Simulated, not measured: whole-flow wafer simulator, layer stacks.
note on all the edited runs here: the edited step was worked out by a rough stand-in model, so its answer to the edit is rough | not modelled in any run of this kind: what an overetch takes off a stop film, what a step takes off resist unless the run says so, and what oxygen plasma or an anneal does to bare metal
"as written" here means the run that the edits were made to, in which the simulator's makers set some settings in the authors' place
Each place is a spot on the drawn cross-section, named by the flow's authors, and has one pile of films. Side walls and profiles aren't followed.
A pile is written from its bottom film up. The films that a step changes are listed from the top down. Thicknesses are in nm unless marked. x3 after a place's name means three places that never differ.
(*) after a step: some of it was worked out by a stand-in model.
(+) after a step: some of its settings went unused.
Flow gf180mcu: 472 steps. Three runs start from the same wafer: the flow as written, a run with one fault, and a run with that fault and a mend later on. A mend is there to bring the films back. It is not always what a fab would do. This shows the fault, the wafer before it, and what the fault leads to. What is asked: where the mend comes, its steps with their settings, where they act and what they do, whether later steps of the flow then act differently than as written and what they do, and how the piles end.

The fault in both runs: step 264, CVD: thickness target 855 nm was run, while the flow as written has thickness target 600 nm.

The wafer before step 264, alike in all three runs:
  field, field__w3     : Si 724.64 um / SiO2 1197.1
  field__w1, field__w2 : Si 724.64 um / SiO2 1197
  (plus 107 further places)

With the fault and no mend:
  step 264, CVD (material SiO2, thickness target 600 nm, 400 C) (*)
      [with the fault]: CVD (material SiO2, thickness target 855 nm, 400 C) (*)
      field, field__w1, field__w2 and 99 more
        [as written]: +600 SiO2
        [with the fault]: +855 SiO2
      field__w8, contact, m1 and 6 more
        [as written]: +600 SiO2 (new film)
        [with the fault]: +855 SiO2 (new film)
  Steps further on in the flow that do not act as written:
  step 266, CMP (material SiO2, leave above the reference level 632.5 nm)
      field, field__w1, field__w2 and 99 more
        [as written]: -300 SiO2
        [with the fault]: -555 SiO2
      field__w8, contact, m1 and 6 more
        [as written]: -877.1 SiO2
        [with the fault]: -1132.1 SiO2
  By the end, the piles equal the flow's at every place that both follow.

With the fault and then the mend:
  The mend stands after step 275.
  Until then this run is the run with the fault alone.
  step 276, ETCH (chemistry C4F8/O2/Ar, etches SiO2, depth target 1215 nm, stop on TiN, over-etch 70%, masked by KrF resist) (+) (the flow's step 276, where the flow has depth target 960 nm)
      field, field__w1, field__w2 and 107 more
        -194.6 KrF resist
      contact
        -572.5 SiO2 (all of it)
  Later steps of the flow that are run all act as written at every place that is followed, up to a difference of at most 2% or 0.5 nm, whichever is larger.
  By the end, the piles equal the flow's at every place that both follow.
